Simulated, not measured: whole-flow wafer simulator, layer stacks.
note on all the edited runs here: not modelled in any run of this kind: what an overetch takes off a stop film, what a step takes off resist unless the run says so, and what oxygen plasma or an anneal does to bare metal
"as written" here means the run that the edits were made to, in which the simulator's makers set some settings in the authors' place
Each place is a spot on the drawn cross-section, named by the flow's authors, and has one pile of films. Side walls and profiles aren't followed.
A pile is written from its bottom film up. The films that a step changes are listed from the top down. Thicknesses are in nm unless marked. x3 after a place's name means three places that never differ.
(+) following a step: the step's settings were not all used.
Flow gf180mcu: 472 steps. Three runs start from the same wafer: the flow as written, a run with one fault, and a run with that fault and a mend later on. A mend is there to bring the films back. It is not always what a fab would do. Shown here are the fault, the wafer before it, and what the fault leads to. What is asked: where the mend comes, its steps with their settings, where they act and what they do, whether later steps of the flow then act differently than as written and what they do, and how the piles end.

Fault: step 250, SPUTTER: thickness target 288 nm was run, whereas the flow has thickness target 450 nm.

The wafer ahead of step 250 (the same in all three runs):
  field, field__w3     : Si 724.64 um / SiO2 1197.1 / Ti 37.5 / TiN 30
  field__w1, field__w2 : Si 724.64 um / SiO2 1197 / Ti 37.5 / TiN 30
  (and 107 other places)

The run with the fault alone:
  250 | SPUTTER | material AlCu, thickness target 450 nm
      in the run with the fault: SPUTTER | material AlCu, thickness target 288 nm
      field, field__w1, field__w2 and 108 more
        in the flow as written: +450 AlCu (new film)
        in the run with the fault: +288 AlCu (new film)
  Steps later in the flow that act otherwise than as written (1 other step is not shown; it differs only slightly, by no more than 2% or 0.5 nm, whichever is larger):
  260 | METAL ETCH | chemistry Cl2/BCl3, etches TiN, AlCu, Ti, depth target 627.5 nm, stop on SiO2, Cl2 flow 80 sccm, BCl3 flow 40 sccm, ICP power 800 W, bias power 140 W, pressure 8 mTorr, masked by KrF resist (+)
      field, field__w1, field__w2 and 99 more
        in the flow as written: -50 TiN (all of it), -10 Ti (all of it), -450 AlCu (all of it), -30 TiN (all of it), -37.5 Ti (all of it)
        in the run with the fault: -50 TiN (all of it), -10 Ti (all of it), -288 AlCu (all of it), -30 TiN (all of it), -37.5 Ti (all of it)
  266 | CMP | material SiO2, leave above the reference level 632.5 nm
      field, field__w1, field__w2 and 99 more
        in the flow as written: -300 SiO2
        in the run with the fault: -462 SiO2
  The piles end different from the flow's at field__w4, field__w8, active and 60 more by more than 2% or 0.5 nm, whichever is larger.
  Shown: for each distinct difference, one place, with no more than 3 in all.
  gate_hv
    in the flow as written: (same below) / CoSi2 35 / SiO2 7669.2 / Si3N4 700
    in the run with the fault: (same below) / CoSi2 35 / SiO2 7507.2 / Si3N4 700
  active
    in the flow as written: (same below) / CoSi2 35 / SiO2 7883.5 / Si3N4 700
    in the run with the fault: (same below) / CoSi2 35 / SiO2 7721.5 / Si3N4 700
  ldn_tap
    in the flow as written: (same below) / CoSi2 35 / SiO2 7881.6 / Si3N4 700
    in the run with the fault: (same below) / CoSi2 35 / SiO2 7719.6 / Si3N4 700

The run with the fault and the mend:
  The mend stands after step 250.
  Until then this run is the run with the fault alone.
  250a | SPUTTER | material AlCu, thickness target 162 nm (the flow's step 250, run once more with other settings)
      field, field__w1, field__w2 and 108 more
        +162 AlCu
  Every later step of the flow that is run acts as written at every place that is followed.
  At every place that both follow, the piles at the end match the flow's.
